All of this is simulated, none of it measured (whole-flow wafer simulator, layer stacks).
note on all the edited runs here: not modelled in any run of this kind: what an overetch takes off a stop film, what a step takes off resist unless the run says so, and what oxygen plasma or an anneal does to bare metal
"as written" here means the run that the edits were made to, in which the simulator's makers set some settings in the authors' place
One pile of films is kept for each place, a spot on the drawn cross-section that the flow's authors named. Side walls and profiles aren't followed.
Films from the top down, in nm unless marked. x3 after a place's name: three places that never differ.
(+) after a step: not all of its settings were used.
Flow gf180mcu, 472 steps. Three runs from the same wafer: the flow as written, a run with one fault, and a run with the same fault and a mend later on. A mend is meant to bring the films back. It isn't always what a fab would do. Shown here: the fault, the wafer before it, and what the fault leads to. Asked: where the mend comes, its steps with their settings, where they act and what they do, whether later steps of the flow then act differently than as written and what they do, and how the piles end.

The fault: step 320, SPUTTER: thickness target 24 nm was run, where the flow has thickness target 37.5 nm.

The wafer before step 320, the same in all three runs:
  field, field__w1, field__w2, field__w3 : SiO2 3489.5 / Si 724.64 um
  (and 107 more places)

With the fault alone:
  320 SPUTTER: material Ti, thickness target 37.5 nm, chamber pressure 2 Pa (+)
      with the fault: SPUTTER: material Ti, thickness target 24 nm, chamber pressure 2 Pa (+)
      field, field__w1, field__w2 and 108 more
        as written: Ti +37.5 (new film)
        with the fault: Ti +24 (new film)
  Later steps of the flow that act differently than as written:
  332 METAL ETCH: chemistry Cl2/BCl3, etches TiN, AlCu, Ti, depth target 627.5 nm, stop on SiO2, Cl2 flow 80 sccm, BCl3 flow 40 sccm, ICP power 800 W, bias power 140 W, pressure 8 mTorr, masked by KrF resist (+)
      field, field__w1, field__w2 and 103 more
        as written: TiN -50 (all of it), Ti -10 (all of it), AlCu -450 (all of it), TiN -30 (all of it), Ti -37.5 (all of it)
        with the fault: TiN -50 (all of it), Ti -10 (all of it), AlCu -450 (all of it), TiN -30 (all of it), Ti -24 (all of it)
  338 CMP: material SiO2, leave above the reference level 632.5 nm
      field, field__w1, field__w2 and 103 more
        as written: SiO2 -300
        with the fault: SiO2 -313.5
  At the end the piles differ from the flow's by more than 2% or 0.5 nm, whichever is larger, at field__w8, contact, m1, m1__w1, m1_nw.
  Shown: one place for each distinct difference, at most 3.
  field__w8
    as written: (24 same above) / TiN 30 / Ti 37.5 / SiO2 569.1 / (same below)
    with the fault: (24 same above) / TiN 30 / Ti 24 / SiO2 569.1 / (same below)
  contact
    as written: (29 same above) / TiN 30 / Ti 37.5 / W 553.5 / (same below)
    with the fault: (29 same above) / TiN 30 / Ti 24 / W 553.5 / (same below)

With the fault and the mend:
  The mend comes after step 320.
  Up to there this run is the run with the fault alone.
  320a SPUTTER: material Ti, thickness target 13.5 nm, chamber pressure 2 Pa (+) (the flow's step 320 once more, with other settings)
      field, field__w1, field__w2 and 108 more
        Ti +13.5
  No later step of the flow acts differently than as written at any place that is followed.
  At the end the piles are the same as the flow's at every place that both follow.
